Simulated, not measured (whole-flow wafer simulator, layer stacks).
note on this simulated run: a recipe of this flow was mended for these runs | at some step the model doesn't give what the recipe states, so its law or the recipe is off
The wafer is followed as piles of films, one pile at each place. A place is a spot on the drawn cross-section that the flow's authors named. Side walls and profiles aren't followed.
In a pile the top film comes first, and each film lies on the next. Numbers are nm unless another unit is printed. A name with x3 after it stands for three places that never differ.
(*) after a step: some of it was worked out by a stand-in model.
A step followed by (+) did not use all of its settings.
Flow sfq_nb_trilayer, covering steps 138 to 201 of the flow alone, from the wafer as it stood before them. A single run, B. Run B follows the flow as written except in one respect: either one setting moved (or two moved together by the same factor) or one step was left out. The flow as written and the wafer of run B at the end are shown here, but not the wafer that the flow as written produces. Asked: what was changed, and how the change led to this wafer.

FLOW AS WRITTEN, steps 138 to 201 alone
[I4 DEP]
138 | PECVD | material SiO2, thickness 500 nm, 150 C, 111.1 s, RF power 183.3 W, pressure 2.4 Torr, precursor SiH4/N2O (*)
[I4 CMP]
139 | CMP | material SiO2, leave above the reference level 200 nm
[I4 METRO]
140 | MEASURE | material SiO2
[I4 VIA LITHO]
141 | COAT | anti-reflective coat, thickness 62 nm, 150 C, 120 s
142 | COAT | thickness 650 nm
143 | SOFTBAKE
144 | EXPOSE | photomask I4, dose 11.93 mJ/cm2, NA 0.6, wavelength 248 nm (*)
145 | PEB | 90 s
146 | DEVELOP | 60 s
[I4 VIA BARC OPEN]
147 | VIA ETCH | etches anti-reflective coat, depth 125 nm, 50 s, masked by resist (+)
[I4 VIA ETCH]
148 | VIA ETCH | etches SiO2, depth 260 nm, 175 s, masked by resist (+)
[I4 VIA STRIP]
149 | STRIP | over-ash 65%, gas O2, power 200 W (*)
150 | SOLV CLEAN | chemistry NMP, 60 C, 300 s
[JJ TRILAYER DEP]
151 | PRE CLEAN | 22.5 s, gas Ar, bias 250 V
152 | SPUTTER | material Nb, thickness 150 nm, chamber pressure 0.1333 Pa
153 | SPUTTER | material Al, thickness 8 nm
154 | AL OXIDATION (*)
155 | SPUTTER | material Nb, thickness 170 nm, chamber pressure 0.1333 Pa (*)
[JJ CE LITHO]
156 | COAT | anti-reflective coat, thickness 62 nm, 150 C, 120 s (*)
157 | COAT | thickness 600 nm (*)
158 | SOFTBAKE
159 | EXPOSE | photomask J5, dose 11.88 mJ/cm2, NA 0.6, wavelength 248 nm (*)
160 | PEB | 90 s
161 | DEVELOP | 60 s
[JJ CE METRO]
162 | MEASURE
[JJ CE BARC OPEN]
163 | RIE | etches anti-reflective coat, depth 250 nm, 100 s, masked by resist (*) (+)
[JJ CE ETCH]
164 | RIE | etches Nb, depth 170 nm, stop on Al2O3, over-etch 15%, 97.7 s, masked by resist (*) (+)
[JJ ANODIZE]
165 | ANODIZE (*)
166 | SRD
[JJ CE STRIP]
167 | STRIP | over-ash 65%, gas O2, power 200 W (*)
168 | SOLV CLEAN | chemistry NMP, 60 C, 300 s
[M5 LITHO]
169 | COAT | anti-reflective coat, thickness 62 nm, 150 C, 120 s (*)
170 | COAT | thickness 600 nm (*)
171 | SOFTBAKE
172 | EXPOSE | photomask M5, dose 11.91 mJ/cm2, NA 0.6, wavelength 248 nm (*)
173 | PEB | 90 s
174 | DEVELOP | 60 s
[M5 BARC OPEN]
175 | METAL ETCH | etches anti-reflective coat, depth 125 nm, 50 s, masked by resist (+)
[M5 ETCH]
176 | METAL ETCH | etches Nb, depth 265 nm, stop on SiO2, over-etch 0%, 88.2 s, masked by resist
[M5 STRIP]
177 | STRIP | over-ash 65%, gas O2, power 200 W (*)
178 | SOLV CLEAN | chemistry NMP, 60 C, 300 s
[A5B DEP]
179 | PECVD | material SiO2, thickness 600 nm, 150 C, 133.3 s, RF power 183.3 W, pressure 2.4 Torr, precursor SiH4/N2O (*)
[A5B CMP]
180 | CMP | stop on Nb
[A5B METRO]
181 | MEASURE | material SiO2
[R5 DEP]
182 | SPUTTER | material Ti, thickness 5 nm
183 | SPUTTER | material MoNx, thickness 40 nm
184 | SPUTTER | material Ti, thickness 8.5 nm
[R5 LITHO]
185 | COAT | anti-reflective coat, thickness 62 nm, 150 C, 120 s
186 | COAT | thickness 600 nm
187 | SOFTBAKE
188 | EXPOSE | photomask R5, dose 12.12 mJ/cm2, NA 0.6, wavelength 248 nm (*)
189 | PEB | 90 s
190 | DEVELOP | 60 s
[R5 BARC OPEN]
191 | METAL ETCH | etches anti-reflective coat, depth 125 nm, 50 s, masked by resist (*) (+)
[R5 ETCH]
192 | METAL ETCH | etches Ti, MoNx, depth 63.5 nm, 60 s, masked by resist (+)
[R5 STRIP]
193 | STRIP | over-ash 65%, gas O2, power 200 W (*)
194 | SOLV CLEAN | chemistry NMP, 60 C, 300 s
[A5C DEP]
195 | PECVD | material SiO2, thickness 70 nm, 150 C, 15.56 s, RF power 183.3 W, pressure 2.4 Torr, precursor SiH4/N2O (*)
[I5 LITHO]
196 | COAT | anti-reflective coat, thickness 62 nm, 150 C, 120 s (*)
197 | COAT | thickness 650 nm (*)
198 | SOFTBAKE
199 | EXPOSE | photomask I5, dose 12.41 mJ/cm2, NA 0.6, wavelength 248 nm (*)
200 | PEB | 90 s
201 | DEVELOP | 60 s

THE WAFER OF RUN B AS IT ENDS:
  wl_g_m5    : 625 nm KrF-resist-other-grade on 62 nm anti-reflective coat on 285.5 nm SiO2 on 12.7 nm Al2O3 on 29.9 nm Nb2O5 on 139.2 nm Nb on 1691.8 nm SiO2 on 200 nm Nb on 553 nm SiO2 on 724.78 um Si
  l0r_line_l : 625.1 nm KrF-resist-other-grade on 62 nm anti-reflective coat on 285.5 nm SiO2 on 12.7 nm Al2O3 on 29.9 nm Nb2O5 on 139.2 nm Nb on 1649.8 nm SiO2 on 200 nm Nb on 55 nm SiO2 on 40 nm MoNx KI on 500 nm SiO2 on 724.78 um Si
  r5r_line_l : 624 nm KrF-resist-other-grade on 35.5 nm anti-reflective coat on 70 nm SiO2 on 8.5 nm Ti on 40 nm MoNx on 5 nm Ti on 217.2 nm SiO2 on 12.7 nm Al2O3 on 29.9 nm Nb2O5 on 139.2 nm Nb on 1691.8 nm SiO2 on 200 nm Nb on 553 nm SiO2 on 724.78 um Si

Cause: step 138, PECVD: pressure 3.84 Torr was run, while the flow as written has pressure 2.4 Torr.

How this came from the change, step by step:
  138 | PECVD | material SiO2, thickness 500 nm, 150 C, 111.1 s, RF power 183.3 W, pressure 2.4 Torr, precursor SiH4/N2O (*)
      field_l, be, be_sur and 55 more: SiO2 gains 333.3 (as written it would have been: SiO2 gains 500)
      v_sur, via_wl, via_w and 35 more: SiO2 gains 333.3 (new film) (as written it would have been: SiO2 gains 500 (new film))
      (as well as at 10 more places)
  139 | CMP | material SiO2, leave above the reference level 200 nm
      field_l, be, be_sur and 55 more: nothing (as written it would have been: SiO2 loses 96)
      p3_s0, p3_s1, p3_s2, p3_s3, p3_s4, p3_s5: nothing (as written it would have been: SiO2 loses 157.1)
      (as well as at 42 more places)
  141 | COAT | anti-reflective coat, thickness 62 nm, 150 C, 120 s
      wl_d_m1, m0r_line_r x3: anti-reflective coat gains 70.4 (new film) (as written it would have been: anti-reflective coat gains 62 (new film))
      be_r, r_sur, wl_g_sl: anti-reflective coat gains 63.6 (new film) (as written it would have been: anti-reflective coat gains 62 (new film))
      (as well as at 80 more places)
  142 | COAT | thickness 650 nm
      wl_d_sr, wl_g_sl: KrF-resist-other-grade gains 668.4 (new film) (as written it would have been: KrF-resist-other-grade gains 650 (new film))
      m5r_line_l, m5r_line_r: KrF-resist-other-grade gains 665.5 (new film) (as written it would have been: KrF-resist-other-grade gains 650 (new film))
      (as well as at 25 more places)
  146 | DEVELOP | 60 s
      via_wl: KrF-resist-other-grade loses 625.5 (all of it) (as written it would have been: KrF-resist-other-grade loses 648.6 (all of it))
      via_w: KrF-resist-other-grade loses 617.5 (all of it) (as written it would have been: KrF-resist-other-grade loses 648.6 (all of it))
      (as well as at 1 more place)
  147 | VIA ETCH | etches anti-reflective coat, depth 125 nm, 50 s, masked by resist (+)
      via_wl: anti-reflective coat loses 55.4 (all of it), SiO2 loses 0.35 (as written it would have been: anti-reflective coat loses 62 (all of it), SiO2 loses 0.31)
      via_w: anti-reflective coat loses 66.8 (all of it), SiO2 loses 0.29 (as written it would have been: anti-reflective coat loses 62 (all of it), SiO2 loses 0.31)
      (as well as at 1 more place)
  149 | STRIP | over-ash 65%, gas O2, power 200 W (*)
      m0r_line_l x3: KrF-resist-other-grade loses 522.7 (all of it), anti-reflective coat loses 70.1 (all of it) (as written it would have been: KrF-resist-other-grade loses 510.8 (all of it), anti-reflective coat loses 62 (all of it))
      m0r_space_l, m6r_space_l x2: KrF-resist-other-grade loses 513.8 (all of it), anti-reflective coat loses 80.8 (all of it) (as written it would have been: KrF-resist-other-grade loses 510.8 (all of it), anti-reflective coat loses 62 (all of it))
      (as well as at 83 more places)
  152 | SPUTTER | material Nb, thickness 150 nm, chamber pressure 0.1333 Pa
      be, lsp_l: Nb gains 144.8 (new film) (as written it would have been: Nb gains 150 (new film))
      via_v: Nb gains 127.5 (new film) (as written it would have been: Nb gains 150 (new film))
  153 | SPUTTER | material Al, thickness 8 nm
      via_v: Al gains 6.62 (new film) (as written it would have been: Al gains 8 (new film))
  155 | SPUTTER | material Nb, thickness 170 nm, chamber pressure 0.1333 Pa (*)
      be, lsp_l: Nb gains 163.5 (new film) (as written it would have been: Nb gains 170 (new film))
      via_v: Nb gains 139.9 (new film) (as written it would have been: Nb gains 170 (new film))
  156 | COAT | anti-reflective coat, thickness 62 nm, 150 C, 120 s (*)
      m0r_line_l x3, m0r_line_r x3: anti-reflective coat gains 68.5 (new film) (as written it would have been: anti-reflective coat gains 62 (new film))
      m0r_space_l, m0r_space_r, m6r_space_l x2, m6r_space_r x2: anti-reflective coat gains 79 (new film) (as written it would have been: anti-reflective coat gains 62 (new film))
      (as well as at 73 more places)
  157 | COAT | thickness 600 nm (*)
      wl_j_sl, wl_c_m6: KrF-resist-other-grade gains 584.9 (new film) (as written it would have been: KrF-resist-other-grade gains 600 (new film))
      wl_e_sr, m8r_pad_r: KrF-resist-other-grade gains 587.7 (new film) (as written it would have been: KrF-resist-other-grade gains 600 (new film))
      (as well as at 30 more places)
  161 | DEVELOP | 60 s
      m5r_line_l, m5r_line_r: KrF-resist-other-grade loses 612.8 (all of it) (as written it would have been: KrF-resist-other-grade loses 598.7 (all of it))
      m5r_linepad_l, m5r_linepad_r: KrF-resist-other-grade loses 584.8 (all of it) (as written it would have been: KrF-resist-other-grade loses 598.7 (all of it))
      (as well as at 30 more places)
  163 | RIE | etches anti-reflective coat, depth 250 nm, 100 s, masked by resist (*) (+)
      m0r_line_l x3, m0r_line_r x3: anti-reflective coat loses 68.5 (all of it) (as written it would have been: anti-reflective coat loses 62 (all of it))
      m0r_space_l, m0r_space_r, m6r_space_l x2, m6r_space_r x2: anti-reflective coat loses 79 (all of it) (as written it would have been: anti-reflective coat loses 62 (all of it))
      (as well as at 71 more places)
  164 | RIE | etches Nb, depth 170 nm, stop on Al2O3, over-etch 15%, 97.7 s, masked by resist (*) (+)
      via_v: Nb loses 139.9 (all of it), Al2O3 loses 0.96 (all of it) (as written it would have been: Nb loses 170 (all of it), Al2O3 loses 0.51)
      be, lsp_l: Nb loses 163.5 (all of it), Al2O3 loses 0.64 (as written it would have been: Nb loses 170 (all of it), Al2O3 loses 0.51)
  165 | ANODIZE (*)
      via_v: Al2O3 gains 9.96 (new film), Nb2O5 gains 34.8 (new film), Al loses 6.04 (all of it), Nb loses 12.5 (as written it would have been: Al2O3 gains 12.2, Nb2O5 gains 29.9 (new film), Al loses 7.42 (all of it), Nb loses 10.8)
      be, lsp_l: Al2O3 gains 11.8, Nb2O5 gains 31 (new film), Al loses 7.13 (all of it), Nb loses 11.2 (as written it would have been: Al2O3 gains 12.2, Nb2O5 gains 29.9 (new film), Al loses 7.42 (all of it), Nb loses 10.8)
  ... another 11 steps ...
  196 | COAT | anti-reflective coat, thickness 62 nm, 150 C, 120 s (*)
      jj_sur: anti-reflective coat gains 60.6 (new film) (as written it would have been: anti-reflective coat gains 59 (new film))
      ce_l: anti-reflective coat gains 61.9 (new film) (as written it would have been: anti-reflective coat gains 64.8 (new film))
      (as well as at 3 more places)
